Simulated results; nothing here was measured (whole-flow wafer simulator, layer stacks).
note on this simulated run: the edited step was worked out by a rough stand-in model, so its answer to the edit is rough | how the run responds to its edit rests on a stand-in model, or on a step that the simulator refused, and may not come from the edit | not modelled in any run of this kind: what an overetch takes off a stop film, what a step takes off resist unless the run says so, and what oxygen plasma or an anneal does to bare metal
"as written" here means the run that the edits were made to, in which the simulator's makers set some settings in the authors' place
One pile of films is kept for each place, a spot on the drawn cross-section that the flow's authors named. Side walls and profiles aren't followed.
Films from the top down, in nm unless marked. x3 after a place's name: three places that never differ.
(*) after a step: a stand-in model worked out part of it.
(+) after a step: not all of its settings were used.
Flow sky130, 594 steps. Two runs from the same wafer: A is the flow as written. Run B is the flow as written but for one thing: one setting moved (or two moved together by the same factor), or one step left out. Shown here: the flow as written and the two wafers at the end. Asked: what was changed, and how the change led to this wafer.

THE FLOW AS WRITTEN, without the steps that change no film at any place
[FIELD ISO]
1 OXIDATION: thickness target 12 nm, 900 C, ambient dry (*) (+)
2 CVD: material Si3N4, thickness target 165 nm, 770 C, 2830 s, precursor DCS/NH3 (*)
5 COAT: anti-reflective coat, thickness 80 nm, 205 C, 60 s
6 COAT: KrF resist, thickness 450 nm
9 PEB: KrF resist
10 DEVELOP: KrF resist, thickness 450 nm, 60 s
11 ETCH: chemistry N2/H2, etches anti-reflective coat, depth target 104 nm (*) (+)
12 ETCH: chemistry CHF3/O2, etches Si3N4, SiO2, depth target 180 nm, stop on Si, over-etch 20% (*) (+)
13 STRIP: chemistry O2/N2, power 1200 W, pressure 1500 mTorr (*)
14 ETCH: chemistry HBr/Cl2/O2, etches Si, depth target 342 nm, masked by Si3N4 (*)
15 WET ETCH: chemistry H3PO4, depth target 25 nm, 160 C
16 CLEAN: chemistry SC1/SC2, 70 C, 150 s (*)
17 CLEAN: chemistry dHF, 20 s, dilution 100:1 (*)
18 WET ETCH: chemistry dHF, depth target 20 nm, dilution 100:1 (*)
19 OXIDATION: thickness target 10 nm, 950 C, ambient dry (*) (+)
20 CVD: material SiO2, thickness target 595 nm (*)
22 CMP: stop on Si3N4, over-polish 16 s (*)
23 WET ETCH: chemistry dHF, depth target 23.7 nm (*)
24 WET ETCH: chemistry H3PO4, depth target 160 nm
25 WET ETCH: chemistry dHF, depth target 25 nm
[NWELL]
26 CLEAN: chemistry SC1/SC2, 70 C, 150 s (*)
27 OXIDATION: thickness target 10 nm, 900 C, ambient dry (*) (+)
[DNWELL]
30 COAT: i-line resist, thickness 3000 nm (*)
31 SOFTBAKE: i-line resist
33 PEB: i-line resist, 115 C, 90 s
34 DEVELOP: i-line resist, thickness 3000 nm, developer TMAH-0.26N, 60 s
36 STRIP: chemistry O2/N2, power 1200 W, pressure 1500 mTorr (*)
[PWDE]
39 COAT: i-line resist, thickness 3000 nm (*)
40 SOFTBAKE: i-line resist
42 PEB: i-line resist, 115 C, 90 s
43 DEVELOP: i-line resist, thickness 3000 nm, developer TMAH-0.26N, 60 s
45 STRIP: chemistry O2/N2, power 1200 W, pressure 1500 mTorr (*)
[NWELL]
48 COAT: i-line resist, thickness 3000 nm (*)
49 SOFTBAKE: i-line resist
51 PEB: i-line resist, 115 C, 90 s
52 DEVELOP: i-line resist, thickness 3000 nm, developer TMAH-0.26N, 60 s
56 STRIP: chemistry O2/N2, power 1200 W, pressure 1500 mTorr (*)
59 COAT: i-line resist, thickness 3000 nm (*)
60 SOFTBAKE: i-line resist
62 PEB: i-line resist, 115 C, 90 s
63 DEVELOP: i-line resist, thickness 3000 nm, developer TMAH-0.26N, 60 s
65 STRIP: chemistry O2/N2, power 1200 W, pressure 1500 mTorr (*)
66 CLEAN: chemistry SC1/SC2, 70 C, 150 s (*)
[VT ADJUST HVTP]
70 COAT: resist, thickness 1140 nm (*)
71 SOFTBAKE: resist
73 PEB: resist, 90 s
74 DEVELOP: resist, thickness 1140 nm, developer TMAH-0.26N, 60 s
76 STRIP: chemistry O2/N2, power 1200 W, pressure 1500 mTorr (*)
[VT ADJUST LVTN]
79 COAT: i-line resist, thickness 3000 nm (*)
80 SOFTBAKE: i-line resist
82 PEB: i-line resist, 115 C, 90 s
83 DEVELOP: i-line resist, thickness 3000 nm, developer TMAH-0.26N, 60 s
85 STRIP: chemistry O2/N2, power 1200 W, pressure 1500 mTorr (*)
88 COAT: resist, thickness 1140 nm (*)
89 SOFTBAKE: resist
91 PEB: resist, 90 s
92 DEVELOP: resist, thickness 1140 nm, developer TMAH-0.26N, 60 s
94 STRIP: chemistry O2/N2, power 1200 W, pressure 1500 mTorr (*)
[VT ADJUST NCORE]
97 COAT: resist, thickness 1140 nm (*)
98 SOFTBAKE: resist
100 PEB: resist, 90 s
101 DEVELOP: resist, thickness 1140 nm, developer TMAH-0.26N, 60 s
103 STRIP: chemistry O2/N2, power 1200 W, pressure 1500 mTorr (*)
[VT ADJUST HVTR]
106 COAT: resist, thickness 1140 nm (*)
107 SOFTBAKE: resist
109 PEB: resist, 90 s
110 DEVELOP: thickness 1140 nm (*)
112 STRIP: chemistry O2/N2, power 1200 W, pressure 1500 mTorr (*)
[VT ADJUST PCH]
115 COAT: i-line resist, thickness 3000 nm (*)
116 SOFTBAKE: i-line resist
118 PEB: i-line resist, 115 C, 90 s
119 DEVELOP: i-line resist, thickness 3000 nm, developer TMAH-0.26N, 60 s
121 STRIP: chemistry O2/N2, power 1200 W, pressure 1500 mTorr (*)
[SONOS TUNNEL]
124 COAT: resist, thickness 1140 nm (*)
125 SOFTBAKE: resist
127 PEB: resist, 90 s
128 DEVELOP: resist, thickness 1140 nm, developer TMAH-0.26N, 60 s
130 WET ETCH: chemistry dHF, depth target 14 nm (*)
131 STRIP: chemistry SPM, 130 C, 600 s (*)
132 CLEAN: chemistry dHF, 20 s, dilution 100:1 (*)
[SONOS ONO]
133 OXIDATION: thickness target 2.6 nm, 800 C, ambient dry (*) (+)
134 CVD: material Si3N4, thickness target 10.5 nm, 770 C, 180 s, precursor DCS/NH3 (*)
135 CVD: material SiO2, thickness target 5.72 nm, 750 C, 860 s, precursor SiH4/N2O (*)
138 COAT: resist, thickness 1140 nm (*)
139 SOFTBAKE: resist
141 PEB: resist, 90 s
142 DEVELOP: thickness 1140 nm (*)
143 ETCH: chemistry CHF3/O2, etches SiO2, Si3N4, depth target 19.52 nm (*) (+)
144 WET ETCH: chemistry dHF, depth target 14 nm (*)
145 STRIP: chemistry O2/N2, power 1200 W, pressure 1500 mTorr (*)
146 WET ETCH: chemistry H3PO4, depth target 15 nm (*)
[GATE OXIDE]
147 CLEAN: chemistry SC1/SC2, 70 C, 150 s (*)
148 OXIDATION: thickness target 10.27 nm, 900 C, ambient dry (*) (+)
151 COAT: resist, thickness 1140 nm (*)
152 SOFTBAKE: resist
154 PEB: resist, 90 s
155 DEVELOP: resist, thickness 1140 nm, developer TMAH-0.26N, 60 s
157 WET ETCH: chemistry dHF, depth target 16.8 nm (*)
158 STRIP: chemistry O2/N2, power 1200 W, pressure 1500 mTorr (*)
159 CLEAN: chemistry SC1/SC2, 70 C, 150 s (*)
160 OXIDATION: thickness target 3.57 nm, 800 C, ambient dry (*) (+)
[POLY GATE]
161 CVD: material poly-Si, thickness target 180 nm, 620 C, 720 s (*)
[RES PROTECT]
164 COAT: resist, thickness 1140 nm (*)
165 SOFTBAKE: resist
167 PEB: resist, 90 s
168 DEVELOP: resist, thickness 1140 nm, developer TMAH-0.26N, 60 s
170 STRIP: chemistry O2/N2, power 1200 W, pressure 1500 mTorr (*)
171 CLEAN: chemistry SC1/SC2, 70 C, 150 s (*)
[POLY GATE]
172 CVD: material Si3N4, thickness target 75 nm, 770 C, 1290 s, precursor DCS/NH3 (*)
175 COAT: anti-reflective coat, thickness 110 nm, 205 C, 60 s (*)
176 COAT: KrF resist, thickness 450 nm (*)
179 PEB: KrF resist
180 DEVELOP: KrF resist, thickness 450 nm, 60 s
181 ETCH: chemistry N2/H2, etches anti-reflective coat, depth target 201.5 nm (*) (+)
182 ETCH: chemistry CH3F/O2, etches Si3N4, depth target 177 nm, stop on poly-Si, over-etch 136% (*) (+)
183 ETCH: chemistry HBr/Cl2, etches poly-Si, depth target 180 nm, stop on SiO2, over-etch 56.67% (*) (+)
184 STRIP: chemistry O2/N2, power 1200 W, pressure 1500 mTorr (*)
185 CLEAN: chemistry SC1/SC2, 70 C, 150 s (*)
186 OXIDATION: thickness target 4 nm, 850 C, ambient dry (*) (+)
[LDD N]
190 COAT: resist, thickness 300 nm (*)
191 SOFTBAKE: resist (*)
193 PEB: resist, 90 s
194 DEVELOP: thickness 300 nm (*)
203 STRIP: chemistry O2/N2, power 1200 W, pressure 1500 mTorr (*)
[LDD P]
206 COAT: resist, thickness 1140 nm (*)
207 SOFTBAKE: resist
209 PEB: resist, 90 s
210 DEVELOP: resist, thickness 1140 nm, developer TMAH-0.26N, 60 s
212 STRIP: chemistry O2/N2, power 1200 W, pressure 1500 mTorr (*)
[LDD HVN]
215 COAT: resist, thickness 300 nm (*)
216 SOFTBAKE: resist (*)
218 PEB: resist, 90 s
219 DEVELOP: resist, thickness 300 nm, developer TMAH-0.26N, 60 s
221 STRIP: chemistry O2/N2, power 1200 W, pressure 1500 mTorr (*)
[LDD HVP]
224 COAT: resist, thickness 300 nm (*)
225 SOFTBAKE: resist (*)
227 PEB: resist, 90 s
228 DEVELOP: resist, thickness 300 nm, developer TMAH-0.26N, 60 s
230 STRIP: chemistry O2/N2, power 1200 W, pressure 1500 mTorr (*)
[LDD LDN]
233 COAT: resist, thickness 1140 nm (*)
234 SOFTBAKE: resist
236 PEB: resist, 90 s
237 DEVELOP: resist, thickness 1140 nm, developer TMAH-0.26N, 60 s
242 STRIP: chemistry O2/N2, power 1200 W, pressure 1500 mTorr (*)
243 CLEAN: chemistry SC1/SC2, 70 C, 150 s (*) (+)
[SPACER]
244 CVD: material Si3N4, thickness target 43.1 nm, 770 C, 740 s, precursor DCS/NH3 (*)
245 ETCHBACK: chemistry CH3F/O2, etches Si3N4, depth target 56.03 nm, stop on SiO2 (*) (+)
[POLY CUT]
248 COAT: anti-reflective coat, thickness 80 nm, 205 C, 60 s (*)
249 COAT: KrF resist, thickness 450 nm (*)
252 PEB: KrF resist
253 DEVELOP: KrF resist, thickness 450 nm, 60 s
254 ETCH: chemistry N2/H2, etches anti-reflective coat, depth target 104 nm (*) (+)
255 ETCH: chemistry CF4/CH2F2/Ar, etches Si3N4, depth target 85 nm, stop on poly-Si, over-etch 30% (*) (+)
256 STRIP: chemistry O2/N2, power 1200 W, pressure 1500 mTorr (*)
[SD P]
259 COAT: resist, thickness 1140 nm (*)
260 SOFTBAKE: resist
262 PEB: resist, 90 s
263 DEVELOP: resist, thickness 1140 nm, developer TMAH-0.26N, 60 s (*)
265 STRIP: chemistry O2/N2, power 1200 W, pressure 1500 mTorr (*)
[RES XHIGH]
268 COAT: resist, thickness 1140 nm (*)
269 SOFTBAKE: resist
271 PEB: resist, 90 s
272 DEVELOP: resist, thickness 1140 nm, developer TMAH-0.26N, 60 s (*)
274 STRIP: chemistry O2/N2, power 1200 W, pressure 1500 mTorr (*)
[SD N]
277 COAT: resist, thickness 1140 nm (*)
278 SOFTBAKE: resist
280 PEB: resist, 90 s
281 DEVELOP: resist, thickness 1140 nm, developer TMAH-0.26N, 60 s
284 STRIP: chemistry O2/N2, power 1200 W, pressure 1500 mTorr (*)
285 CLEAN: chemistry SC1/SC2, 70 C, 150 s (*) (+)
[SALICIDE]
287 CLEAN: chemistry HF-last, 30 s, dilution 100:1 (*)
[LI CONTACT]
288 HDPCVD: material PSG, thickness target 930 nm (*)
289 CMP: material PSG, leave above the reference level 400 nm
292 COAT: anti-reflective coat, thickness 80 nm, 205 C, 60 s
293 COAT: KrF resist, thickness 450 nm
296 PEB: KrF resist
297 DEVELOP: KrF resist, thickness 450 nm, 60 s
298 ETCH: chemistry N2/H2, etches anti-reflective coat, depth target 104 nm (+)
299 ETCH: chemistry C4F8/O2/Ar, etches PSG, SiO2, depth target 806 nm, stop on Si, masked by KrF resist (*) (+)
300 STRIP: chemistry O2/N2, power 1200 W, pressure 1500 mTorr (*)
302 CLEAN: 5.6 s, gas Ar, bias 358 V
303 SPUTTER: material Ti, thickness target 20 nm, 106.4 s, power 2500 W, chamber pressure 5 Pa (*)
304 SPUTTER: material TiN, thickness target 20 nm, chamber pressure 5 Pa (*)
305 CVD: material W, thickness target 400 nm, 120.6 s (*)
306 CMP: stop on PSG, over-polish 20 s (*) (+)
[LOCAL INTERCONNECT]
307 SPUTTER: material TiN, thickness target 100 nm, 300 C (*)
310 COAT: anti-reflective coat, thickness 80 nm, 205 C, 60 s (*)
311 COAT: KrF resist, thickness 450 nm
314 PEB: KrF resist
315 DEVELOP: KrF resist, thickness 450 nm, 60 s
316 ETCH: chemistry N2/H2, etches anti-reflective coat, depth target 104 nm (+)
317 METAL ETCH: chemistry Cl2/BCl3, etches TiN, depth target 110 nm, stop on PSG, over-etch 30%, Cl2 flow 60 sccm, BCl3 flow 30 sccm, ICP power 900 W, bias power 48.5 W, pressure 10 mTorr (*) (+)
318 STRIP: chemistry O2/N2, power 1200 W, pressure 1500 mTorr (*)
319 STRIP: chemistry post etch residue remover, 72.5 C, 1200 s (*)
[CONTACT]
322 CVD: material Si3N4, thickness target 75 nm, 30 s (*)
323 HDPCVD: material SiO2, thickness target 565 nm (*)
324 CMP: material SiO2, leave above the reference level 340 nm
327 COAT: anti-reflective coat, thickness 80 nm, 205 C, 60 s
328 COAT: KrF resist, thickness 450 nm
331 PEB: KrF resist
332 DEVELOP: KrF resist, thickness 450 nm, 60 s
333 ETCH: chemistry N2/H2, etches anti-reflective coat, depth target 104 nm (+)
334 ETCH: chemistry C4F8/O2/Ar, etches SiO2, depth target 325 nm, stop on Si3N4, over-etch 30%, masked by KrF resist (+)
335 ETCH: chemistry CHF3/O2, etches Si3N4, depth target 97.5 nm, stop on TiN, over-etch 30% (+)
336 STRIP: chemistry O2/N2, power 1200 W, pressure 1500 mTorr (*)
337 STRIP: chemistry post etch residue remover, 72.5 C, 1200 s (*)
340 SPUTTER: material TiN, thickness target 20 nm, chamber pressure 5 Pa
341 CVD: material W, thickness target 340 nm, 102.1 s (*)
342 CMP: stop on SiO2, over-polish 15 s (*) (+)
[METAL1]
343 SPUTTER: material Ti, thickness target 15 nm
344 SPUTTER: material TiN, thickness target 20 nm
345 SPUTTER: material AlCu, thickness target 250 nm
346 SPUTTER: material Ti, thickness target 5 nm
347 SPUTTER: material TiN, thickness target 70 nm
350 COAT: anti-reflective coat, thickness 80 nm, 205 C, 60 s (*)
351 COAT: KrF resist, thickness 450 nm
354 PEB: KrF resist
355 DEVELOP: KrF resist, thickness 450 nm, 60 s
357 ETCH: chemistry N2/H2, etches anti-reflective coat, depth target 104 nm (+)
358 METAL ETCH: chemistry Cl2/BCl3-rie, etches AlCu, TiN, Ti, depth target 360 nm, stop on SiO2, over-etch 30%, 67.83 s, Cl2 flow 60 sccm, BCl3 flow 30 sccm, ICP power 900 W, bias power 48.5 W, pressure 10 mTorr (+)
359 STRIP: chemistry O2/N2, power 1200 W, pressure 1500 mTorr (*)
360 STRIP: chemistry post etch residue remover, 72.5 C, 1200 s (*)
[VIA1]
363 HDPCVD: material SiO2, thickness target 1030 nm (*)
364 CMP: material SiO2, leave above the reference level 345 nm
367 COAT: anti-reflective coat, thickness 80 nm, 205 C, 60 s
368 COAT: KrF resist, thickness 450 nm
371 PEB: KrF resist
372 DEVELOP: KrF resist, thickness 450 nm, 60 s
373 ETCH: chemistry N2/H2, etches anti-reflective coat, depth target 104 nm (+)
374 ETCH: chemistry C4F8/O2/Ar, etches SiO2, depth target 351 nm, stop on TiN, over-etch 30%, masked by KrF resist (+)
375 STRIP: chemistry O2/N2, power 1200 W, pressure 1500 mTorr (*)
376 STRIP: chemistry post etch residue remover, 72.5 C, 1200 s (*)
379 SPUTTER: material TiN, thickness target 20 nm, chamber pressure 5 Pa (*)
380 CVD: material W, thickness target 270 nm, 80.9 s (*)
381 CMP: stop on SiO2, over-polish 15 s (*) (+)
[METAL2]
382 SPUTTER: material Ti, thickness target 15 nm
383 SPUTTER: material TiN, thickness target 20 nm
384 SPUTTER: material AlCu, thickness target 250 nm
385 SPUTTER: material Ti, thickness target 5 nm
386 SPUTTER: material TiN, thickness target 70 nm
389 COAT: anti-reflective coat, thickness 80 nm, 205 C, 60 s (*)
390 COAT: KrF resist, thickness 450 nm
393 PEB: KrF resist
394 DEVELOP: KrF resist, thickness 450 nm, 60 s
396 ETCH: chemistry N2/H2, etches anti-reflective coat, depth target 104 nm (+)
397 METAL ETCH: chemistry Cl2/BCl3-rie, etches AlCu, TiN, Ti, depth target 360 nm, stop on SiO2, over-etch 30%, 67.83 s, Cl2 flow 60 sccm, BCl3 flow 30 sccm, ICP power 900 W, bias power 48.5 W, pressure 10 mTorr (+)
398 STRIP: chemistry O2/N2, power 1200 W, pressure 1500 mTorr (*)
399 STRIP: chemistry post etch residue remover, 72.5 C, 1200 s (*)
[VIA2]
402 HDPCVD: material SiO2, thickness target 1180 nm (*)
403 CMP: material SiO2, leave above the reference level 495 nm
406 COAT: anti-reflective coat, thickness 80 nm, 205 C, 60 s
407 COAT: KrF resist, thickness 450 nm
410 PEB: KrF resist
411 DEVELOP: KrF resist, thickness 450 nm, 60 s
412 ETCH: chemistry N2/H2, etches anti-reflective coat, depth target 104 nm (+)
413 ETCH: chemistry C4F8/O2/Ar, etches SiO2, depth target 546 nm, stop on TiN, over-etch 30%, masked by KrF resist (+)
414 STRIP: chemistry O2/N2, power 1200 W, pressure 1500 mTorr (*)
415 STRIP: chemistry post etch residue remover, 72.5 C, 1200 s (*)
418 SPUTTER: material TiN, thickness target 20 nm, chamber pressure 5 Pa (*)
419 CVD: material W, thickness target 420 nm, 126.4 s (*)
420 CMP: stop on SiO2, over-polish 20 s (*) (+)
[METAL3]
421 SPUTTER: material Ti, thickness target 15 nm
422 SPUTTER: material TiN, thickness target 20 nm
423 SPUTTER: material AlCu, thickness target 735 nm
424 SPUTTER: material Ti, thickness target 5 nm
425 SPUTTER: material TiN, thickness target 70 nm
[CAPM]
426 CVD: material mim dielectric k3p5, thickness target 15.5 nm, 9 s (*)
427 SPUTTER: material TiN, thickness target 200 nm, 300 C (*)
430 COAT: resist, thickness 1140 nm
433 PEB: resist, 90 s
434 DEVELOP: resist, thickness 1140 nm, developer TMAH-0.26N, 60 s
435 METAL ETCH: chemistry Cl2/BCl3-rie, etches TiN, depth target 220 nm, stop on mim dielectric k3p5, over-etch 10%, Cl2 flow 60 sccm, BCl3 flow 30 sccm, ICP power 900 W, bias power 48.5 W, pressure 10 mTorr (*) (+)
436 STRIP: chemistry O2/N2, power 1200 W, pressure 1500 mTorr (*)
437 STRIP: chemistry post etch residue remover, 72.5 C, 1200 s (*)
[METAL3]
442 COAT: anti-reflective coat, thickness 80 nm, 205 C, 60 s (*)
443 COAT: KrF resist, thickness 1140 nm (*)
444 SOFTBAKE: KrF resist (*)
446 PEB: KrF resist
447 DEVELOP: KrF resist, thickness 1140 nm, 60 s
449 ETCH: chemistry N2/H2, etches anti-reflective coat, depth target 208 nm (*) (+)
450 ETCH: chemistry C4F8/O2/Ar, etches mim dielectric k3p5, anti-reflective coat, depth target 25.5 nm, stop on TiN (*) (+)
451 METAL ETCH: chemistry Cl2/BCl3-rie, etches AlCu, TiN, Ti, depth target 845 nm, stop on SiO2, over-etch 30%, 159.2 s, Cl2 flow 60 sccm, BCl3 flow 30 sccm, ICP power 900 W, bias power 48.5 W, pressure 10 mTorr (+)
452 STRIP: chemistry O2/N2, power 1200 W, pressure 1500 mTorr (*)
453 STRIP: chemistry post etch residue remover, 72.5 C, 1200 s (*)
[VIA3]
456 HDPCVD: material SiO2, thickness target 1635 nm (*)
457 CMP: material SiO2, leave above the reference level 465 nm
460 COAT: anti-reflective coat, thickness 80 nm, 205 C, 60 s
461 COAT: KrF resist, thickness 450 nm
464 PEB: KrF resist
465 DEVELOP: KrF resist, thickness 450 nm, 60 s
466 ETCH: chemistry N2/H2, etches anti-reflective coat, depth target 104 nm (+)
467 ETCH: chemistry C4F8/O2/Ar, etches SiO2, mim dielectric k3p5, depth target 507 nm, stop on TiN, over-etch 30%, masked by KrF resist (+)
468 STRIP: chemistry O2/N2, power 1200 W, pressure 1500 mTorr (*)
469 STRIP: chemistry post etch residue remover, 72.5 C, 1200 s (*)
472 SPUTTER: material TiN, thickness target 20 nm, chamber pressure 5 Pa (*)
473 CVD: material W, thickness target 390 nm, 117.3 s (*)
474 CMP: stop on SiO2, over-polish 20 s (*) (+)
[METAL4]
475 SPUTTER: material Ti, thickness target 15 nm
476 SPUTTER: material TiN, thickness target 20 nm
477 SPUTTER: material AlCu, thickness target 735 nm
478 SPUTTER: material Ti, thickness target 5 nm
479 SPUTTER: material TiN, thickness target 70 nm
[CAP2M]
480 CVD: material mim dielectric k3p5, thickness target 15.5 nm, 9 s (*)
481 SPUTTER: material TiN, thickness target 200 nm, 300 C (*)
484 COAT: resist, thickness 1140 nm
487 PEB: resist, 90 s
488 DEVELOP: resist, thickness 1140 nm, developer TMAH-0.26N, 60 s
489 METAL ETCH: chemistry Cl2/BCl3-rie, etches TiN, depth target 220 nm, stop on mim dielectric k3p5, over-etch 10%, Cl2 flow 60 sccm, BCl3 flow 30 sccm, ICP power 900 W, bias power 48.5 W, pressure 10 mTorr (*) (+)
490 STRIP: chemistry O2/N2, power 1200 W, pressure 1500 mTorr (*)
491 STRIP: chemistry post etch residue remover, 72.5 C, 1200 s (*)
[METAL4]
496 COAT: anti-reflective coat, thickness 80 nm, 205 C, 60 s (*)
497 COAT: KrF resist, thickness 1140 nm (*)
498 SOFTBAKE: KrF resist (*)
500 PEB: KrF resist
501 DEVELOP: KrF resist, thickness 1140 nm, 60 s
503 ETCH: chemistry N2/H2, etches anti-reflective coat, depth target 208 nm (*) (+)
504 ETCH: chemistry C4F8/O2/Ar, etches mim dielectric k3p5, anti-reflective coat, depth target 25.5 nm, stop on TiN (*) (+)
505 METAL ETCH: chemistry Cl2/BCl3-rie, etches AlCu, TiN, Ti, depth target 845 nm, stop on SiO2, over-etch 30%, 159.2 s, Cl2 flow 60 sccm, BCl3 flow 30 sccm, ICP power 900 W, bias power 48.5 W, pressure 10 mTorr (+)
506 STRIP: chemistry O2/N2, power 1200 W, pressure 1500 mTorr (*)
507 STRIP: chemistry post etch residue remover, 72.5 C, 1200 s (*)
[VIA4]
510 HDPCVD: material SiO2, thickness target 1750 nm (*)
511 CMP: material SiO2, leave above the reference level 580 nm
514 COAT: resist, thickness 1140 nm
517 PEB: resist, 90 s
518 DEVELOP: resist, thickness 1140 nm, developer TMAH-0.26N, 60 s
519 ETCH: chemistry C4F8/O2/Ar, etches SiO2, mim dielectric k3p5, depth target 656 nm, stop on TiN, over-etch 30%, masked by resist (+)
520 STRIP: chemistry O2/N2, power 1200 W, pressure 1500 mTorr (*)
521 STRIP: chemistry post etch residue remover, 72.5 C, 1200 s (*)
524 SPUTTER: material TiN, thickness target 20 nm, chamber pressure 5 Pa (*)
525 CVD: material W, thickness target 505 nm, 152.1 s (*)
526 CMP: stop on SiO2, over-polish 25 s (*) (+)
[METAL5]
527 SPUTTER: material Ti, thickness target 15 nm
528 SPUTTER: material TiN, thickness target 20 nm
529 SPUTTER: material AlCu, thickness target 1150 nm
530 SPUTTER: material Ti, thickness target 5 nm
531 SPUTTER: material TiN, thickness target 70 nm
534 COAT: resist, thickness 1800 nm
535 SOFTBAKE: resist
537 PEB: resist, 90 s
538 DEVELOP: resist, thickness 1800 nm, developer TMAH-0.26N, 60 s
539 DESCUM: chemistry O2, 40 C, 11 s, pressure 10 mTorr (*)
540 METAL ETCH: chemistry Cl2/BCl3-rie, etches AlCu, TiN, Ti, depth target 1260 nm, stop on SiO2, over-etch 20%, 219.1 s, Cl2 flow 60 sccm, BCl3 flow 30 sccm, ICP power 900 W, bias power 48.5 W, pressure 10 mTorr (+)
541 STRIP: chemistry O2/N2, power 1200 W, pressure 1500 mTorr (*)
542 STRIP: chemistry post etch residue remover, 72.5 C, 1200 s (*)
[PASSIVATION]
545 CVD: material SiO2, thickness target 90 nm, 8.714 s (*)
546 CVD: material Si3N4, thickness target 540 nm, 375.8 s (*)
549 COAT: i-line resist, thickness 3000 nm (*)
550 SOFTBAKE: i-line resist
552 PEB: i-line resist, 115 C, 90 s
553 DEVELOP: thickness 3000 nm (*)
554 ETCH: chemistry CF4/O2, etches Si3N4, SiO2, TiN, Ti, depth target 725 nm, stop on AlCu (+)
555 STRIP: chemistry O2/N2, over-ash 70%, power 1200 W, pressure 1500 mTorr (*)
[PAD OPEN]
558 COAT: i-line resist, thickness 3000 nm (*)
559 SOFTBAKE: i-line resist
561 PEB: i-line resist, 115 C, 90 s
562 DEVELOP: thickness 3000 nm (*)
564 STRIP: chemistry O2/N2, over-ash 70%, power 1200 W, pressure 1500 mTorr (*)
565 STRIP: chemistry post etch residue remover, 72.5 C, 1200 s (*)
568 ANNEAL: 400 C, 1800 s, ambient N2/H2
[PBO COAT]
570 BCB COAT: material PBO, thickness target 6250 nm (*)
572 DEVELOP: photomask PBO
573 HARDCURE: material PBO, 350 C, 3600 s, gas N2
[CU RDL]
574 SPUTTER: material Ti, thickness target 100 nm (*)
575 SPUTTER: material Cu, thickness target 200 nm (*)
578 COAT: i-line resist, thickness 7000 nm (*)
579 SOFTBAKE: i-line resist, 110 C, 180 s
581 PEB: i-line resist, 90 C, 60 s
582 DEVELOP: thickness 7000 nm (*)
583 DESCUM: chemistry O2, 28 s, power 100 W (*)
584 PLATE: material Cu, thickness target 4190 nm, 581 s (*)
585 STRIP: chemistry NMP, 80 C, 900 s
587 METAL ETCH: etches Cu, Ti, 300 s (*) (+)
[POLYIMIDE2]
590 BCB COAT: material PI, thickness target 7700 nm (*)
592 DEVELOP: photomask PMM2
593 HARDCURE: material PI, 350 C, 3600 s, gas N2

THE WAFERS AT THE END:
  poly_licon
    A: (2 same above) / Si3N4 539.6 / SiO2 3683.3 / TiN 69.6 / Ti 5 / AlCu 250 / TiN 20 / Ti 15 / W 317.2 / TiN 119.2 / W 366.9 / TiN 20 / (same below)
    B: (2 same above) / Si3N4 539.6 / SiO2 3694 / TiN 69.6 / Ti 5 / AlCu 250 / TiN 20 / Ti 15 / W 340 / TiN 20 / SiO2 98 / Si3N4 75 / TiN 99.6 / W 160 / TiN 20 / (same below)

The cause: step 305, CVD: thickness target 160 nm was run, where the flow has thickness target 400 nm.

How the change led to this, step by step:
  305 CVD: material W, thickness target 400 nm, 120.6 s (*)
      field, active, n_well and 185 more: A W +400 (new film) | B W +160 (new film)
      ndiff_licon: A W +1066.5 (new film) | B W +826.5 (new film)
      (and at 2 more places)
  306 CMP: stop on PSG, over-polish 20 s (*) (+)
      poly_licon: A W -33.1 | B nothing
      field, active, n_well and 184 more: A W -400 (all of it), TiN -20 (all of it), Ti -20 (all of it), PSG -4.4 | B W -160 (all of it), TiN -20 (all of it), Ti -20 (all of it), PSG -4.4
      (and at 3 more places)
  310 COAT: anti-reflective coat, thickness 80 nm, 205 C, 60 s (*)
      poly_licon: A anti-reflective coat +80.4 (new film) | B anti-reflective coat +287.3 (new film)
  318 STRIP: chemistry O2/N2, power 1200 W, pressure 1500 mTorr (*)
      poly_licon: A KrF resist -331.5 (all of it), anti-reflective coat -80.4 (all of it) | B KrF resist -331.5 (all of it), anti-reflective coat -287.3 (all of it)
  324 CMP: material SiO2, leave above the reference level 340 nm
      poly_licon: A SiO2 -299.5 | B SiO2 -92.6
  334 ETCH: chemistry C4F8/O2/Ar, etches SiO2, depth target 325 nm, stop on Si3N4, over-etch 30%, masked by KrF resist (+)
      poly_licon: A SiO2 -264.9 (all of it) | B SiO2 -325
  335 ETCH: chemistry CHF3/O2, etches Si3N4, depth target 97.5 nm, stop on TiN, over-etch 30% (+)
      poly_licon: A Si3N4 -75 (all of it) | B SiO2 -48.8
  340 SPUTTER: material TiN, thickness target 20 nm, chamber pressure 5 Pa
      poly_licon: A TiN +20 | B TiN +20 (new film)
  342 CMP: stop on SiO2, over-polish 15 s (*) (+)
      poly_licon: A W -22.8 | B nothing
  350 COAT: anti-reflective coat, thickness 80 nm, 205 C, 60 s (*)
      poly_licon: A anti-reflective coat +80.4 (new film) | B anti-reflective coat +91.1 (new film)
  359 STRIP: chemistry O2/N2, power 1200 W, pressure 1500 mTorr (*)
      poly_licon: A KrF resist -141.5 (all of it), anti-reflective coat -80.4 (all of it) | B KrF resist -141.5 (all of it), anti-reflective coat -91.1 (all of it)
Counting metal films that touch as one body, poly_licon has 3 bodies (between them, from the top down: SiO2 98 / Si3N4 75; void 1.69); the flow as written gives 2 bodies (between them, from the top down: void 1.69).
